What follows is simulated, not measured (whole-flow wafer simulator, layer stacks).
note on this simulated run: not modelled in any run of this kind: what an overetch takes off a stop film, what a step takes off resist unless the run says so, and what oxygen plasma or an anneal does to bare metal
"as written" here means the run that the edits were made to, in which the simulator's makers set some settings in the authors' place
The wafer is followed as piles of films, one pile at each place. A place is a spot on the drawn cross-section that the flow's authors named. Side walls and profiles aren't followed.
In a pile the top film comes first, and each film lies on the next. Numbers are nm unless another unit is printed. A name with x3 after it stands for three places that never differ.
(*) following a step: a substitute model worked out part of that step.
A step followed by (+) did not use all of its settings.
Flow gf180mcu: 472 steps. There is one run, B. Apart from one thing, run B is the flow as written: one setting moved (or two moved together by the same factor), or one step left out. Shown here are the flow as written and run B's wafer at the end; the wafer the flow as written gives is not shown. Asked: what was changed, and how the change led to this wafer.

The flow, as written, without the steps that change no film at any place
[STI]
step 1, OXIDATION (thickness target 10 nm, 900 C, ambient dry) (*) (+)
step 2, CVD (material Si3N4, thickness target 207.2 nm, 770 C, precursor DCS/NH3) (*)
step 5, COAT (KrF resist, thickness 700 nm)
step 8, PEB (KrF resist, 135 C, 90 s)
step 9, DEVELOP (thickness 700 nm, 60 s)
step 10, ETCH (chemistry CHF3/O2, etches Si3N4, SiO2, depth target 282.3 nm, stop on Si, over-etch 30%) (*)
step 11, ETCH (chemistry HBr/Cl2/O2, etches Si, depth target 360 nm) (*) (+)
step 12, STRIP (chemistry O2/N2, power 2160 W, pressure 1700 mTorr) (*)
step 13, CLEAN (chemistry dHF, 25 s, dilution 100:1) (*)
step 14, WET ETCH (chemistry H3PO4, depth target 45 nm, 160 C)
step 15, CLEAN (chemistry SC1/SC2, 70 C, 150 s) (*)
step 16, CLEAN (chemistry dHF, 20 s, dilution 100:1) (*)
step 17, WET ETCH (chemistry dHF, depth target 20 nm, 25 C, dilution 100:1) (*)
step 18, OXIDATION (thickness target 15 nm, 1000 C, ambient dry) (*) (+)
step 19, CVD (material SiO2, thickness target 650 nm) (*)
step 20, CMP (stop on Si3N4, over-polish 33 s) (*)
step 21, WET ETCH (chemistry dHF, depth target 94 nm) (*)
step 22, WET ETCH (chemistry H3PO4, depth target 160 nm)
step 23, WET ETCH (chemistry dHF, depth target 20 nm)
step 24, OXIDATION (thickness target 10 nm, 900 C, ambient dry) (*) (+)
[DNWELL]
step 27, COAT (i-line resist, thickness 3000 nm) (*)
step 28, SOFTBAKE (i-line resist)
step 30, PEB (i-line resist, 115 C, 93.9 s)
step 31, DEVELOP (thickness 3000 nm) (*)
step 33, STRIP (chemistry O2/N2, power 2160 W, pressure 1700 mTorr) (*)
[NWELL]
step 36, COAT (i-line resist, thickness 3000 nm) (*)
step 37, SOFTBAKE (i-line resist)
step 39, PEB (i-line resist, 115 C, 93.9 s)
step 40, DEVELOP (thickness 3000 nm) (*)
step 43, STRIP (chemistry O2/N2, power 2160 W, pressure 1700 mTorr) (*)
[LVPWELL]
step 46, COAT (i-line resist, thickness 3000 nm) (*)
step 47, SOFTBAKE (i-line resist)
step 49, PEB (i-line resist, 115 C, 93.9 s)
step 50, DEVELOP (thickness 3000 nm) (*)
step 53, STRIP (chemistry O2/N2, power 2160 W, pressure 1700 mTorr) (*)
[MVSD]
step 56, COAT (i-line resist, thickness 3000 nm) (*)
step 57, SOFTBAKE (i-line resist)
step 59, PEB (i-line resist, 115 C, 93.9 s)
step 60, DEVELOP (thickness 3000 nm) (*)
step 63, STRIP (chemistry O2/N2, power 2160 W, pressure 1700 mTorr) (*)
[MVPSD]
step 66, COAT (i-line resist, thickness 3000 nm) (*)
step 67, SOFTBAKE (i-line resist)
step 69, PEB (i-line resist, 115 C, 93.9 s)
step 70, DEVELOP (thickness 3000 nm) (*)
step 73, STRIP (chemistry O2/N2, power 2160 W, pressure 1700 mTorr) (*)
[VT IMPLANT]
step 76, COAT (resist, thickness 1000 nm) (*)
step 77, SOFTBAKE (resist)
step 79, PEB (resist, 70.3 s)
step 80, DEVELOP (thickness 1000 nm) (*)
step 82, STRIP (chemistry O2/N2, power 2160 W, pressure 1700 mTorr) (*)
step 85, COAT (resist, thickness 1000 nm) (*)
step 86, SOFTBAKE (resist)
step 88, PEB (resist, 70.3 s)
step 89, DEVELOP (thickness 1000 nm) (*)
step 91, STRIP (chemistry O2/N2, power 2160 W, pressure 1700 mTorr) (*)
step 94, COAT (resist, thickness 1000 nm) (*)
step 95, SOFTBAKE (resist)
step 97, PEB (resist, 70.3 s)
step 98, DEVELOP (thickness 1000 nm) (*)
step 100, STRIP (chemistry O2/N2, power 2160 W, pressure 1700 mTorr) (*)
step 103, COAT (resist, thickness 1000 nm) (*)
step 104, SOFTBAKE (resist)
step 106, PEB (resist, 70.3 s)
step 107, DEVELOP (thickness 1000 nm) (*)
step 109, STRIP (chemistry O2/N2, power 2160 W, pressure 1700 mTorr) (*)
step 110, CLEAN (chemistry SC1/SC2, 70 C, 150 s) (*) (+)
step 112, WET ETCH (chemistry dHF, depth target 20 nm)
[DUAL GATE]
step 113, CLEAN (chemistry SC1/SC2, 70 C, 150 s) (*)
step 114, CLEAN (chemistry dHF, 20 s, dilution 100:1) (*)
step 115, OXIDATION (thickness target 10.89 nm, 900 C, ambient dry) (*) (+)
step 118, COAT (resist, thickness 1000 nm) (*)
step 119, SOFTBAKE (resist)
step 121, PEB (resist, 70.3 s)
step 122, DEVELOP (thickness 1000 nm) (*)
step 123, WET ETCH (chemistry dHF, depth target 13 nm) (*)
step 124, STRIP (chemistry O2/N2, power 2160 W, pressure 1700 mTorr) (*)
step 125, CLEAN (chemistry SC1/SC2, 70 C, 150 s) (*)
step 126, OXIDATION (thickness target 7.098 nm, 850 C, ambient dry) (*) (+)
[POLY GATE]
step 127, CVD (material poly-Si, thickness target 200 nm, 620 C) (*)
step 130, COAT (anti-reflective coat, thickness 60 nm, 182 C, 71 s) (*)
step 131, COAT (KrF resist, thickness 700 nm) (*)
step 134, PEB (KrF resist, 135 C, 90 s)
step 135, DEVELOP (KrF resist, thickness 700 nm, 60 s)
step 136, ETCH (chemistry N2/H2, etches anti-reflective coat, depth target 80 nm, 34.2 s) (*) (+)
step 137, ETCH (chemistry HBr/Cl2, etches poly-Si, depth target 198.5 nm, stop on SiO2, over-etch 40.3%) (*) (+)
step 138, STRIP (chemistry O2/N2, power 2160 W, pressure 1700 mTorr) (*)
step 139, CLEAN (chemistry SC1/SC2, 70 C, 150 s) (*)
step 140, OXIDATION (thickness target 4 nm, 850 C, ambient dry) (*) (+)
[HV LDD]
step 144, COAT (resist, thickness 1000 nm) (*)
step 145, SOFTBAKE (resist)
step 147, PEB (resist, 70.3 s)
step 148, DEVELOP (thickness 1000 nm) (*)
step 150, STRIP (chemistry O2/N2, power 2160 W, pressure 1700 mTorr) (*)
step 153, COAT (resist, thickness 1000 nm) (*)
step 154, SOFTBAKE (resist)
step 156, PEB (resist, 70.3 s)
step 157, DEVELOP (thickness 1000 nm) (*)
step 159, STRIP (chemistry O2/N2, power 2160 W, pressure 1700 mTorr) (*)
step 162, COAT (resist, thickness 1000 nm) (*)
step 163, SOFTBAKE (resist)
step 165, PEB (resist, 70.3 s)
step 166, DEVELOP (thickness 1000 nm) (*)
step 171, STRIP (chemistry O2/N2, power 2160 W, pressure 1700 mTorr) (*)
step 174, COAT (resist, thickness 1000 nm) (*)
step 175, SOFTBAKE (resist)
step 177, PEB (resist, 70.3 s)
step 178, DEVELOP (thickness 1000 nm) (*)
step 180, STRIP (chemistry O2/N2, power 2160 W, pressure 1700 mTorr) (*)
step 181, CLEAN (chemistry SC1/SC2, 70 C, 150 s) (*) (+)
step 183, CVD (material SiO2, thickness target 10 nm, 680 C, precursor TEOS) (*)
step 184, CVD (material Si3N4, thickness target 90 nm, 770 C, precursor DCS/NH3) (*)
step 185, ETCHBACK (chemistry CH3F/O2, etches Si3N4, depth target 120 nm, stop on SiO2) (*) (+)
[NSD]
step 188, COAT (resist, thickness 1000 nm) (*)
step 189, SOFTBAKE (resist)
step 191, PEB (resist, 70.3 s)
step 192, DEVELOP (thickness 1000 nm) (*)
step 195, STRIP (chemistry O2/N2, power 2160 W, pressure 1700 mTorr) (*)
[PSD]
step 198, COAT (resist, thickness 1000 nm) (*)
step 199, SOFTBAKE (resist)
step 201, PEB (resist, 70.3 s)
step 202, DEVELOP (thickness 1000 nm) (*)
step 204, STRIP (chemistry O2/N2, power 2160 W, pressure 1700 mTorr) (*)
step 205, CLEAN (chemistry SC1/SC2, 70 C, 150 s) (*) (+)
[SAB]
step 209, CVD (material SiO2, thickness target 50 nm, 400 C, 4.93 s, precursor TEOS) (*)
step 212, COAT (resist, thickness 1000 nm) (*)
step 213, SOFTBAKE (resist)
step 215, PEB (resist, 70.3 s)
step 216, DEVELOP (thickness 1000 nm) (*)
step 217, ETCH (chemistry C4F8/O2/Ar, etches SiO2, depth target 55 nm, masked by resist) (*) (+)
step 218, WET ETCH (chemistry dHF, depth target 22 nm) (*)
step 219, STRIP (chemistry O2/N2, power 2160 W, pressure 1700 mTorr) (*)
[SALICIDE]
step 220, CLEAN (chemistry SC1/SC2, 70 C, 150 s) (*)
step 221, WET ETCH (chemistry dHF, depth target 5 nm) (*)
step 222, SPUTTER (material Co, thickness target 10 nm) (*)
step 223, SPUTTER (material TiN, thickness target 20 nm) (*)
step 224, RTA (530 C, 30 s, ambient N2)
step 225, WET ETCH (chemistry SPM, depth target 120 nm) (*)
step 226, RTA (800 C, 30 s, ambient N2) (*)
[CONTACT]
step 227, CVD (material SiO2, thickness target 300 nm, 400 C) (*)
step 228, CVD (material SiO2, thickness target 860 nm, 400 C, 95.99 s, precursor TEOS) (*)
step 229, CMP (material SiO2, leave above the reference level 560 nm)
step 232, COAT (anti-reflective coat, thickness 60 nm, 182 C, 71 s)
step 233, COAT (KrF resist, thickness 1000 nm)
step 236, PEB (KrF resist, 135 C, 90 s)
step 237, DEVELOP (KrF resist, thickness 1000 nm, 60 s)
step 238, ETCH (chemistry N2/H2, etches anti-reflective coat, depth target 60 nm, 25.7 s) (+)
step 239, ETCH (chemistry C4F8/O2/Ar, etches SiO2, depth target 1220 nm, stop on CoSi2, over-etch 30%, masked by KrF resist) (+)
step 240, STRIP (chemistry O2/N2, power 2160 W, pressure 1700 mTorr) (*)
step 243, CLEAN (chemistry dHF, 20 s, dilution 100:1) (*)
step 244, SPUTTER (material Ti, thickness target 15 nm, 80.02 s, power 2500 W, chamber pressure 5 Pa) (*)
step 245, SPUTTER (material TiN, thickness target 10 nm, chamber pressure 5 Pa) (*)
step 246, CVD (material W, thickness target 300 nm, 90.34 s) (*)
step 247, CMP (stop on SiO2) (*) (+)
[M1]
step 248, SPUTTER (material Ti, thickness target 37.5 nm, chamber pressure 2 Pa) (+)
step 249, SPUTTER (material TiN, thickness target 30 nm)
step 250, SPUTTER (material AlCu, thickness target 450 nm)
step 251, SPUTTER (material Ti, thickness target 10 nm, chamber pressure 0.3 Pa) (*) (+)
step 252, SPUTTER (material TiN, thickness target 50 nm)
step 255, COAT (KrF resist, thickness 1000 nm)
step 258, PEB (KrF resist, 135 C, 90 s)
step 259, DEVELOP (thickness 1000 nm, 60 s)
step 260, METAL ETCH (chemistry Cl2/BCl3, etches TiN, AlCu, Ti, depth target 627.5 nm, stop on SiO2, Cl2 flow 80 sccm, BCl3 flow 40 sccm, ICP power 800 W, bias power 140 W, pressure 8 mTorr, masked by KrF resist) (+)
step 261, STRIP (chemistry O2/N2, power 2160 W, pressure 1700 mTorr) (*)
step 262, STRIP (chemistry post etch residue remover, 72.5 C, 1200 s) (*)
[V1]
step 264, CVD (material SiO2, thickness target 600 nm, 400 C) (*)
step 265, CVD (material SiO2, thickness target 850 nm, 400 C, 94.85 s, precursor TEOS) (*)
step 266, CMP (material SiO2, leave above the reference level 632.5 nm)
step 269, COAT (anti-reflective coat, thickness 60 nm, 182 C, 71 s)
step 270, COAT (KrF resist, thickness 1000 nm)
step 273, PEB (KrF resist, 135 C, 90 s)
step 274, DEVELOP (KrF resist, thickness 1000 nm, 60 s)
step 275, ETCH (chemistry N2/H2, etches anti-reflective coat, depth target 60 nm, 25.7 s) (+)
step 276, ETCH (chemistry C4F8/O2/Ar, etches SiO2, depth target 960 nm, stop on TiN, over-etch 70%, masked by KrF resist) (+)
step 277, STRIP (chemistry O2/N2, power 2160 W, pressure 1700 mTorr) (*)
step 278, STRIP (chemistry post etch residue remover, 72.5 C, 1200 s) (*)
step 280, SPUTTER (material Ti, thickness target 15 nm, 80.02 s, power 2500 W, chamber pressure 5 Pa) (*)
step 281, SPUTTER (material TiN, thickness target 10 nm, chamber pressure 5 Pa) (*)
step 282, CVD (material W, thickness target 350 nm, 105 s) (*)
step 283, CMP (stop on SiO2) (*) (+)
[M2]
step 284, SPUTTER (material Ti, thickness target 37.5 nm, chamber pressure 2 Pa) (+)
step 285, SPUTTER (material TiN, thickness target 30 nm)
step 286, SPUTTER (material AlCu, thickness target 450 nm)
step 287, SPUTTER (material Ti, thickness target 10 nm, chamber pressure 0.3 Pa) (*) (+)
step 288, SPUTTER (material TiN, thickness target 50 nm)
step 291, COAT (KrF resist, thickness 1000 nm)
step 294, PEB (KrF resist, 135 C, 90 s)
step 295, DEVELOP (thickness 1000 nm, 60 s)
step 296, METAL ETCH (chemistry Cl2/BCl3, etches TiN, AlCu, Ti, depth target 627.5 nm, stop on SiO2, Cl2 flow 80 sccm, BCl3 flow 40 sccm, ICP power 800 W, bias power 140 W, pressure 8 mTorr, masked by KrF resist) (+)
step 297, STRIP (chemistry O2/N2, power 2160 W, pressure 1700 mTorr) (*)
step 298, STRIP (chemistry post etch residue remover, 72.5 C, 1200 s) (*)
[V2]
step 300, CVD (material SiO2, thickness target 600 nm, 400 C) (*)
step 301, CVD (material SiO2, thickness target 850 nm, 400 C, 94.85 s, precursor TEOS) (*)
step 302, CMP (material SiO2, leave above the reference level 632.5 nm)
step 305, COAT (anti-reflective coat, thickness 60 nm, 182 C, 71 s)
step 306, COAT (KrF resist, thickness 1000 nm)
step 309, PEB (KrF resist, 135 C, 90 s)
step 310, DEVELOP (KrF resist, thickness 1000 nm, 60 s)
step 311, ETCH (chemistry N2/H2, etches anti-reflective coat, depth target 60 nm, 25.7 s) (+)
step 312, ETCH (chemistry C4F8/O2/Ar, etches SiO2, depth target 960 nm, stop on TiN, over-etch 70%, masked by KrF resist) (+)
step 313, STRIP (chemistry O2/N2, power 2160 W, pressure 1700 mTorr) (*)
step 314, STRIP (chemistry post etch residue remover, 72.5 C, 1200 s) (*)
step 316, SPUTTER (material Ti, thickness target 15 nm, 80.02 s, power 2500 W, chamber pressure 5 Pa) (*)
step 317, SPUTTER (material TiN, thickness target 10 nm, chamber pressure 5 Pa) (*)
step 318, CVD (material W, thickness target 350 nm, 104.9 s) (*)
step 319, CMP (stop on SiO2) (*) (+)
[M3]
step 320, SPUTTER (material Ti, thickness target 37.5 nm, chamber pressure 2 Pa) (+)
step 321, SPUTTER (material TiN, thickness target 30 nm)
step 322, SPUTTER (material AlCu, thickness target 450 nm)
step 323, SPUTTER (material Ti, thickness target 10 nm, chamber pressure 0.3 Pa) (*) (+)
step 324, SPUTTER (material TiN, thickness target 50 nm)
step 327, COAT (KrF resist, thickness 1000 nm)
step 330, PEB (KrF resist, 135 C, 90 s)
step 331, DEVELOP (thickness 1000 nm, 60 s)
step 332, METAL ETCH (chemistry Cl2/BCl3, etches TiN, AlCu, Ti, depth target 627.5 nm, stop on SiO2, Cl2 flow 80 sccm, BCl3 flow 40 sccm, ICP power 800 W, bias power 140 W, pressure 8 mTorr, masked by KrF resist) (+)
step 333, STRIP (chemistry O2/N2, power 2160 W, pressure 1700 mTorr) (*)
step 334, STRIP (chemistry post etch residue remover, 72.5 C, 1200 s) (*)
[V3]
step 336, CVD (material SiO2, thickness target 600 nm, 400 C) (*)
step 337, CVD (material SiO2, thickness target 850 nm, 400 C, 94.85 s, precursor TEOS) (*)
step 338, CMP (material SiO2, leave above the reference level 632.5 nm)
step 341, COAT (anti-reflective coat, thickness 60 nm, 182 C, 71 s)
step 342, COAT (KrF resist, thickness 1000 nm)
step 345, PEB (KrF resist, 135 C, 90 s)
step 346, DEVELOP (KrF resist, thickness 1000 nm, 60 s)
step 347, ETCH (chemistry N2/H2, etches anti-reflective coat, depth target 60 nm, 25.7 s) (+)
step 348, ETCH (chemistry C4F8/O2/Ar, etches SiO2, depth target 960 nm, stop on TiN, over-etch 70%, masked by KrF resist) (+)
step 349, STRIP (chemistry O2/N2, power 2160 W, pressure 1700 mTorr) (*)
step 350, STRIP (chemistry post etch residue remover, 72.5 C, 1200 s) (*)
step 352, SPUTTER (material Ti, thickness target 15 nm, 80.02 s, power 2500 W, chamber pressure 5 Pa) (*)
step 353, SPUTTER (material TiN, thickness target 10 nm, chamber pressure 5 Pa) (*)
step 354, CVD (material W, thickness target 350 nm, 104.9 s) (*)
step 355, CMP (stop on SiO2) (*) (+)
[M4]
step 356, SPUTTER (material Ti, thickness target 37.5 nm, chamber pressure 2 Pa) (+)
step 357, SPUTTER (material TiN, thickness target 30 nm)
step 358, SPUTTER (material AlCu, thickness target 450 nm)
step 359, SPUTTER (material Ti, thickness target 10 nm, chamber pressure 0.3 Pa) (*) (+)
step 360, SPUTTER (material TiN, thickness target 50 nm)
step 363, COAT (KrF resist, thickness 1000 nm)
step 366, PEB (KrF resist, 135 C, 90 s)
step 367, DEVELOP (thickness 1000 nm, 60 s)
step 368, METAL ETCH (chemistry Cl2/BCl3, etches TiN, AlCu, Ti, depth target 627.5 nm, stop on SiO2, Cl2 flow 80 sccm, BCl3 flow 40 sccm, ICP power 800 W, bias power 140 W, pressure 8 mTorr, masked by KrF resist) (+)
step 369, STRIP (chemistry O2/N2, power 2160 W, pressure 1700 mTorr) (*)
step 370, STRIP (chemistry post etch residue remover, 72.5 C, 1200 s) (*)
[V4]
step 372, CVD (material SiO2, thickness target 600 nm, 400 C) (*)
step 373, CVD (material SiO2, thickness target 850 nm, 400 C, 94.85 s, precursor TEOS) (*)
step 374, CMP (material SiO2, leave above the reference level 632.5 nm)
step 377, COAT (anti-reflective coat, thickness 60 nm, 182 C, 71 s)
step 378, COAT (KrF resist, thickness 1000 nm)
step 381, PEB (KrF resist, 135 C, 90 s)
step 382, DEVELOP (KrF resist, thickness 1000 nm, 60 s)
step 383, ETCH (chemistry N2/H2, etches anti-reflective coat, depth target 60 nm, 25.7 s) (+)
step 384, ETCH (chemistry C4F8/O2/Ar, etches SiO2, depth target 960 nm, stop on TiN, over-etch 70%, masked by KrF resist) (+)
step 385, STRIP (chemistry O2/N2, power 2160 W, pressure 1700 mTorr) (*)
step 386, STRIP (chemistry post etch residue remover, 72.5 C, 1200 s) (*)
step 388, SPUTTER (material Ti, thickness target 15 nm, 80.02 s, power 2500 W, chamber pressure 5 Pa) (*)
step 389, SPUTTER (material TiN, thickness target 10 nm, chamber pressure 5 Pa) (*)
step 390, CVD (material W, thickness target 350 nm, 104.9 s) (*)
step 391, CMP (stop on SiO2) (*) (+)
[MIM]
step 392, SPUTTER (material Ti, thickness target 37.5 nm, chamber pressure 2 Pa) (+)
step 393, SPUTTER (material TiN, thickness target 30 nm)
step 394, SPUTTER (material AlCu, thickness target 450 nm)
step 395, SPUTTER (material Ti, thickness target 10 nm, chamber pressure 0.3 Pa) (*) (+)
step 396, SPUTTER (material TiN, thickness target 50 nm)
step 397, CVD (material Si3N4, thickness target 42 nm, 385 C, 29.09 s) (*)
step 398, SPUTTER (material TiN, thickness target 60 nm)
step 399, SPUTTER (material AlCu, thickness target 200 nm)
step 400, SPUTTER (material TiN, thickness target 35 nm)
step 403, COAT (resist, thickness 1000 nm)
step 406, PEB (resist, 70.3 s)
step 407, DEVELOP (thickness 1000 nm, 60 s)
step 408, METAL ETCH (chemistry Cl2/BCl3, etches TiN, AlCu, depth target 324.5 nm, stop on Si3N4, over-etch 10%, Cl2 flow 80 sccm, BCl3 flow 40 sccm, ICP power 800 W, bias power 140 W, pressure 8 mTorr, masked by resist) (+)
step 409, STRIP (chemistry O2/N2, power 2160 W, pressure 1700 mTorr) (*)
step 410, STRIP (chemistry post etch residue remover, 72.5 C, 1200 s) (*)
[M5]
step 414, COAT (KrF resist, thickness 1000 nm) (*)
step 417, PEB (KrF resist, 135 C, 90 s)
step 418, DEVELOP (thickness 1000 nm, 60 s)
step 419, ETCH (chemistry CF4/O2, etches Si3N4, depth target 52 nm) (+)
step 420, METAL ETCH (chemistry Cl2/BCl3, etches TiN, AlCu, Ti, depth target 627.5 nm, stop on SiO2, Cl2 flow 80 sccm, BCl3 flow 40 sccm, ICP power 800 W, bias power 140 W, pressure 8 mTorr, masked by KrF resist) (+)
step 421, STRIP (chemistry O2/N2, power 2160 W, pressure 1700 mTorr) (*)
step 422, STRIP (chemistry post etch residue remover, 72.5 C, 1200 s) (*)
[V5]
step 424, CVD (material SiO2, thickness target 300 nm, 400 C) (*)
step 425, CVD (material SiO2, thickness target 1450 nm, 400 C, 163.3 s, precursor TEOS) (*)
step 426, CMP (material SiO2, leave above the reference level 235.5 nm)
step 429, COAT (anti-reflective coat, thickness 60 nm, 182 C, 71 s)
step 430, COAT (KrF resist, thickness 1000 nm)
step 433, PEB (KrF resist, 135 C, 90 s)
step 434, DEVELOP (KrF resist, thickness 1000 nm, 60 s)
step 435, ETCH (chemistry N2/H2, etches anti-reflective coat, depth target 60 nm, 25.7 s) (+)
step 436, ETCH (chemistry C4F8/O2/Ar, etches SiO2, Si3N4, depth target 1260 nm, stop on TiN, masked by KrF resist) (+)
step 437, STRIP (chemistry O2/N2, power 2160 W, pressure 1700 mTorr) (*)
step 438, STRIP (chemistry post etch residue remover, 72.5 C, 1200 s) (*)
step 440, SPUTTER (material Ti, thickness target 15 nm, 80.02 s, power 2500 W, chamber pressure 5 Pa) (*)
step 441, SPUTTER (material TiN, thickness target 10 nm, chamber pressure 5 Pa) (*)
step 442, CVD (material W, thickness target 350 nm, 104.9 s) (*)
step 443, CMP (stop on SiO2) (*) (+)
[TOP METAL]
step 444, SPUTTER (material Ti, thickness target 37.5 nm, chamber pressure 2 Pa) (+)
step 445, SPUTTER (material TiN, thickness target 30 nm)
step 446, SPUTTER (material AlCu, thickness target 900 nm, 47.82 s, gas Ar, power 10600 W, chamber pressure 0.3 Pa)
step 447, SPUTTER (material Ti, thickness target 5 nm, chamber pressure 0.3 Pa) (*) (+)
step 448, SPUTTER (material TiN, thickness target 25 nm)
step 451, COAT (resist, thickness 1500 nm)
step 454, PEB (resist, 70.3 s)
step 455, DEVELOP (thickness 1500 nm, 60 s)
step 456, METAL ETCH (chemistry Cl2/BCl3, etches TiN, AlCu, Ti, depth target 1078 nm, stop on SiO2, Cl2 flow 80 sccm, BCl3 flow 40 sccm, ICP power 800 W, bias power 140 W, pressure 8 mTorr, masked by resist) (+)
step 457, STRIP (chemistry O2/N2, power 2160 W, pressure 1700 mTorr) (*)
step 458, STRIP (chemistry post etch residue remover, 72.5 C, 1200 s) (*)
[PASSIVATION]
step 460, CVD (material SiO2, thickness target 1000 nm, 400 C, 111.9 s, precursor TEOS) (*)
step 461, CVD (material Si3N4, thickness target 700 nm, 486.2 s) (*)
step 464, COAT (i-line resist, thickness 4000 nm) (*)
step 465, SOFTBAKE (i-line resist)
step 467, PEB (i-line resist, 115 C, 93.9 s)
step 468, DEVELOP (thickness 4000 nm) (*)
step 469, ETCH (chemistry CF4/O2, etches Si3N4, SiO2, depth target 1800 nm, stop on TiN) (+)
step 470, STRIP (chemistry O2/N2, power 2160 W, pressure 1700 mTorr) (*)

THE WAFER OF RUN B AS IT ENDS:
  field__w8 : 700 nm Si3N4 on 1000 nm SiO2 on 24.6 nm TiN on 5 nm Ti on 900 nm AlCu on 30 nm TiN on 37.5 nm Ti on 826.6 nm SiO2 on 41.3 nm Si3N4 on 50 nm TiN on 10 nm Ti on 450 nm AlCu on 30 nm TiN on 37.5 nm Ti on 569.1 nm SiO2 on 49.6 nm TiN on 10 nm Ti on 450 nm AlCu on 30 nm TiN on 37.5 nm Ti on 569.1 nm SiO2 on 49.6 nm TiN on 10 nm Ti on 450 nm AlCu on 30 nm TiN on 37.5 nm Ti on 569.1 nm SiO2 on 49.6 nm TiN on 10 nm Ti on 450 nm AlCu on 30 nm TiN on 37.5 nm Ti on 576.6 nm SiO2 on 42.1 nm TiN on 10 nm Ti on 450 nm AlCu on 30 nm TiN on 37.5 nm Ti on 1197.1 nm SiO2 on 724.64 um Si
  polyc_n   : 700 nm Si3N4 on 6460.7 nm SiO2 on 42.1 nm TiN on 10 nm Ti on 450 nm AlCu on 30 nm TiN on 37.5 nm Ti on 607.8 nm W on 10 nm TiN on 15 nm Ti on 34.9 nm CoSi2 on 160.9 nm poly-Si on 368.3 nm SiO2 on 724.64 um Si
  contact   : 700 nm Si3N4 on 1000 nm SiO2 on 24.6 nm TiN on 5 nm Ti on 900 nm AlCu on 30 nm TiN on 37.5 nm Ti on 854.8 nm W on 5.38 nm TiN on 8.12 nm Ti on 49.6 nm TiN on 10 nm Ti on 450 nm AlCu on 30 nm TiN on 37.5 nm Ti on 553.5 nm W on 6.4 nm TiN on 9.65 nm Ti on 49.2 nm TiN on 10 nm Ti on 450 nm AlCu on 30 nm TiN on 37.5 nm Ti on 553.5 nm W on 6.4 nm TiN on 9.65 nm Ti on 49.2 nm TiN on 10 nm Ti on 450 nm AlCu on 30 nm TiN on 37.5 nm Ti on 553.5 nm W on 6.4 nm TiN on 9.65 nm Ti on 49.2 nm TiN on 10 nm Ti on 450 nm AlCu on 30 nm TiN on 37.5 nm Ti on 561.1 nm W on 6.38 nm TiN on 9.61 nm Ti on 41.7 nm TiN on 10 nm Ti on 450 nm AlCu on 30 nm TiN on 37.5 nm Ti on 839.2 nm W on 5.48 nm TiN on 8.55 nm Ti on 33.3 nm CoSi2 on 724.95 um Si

What caused this: step 252, SPUTTER: thickness target 42.5 nm was run, while the flow as written has thickness target 50 nm.

Step by step, how the change led to this:
  step 252, SPUTTER (material TiN, thickness target 50 nm)
      field, field__w1, field__w2 and 108 more: +42.5 TiN (new film) (as written it would have been: +50 TiN (new film))
  step 260, METAL ETCH (chemistry Cl2/BCl3, etches TiN, AlCu, Ti, depth target 627.5 nm, stop on SiO2, Cl2 flow 80 sccm, BCl3 flow 40 sccm, ICP power 800 W, bias power 140 W, pressure 8 mTorr, masked by KrF resist) (+)
      field, field__w1, field__w2 and 99 more: -42.5 TiN (all of it), -10 Ti (all of it), -450 AlCu (all of it), -30 TiN (all of it), -37.5 Ti (all of it) (as written it would have been: -50 TiN (all of it), -10 Ti (all of it), -450 AlCu (all of it), -30 TiN (all of it), -37.5 Ti (all of it))
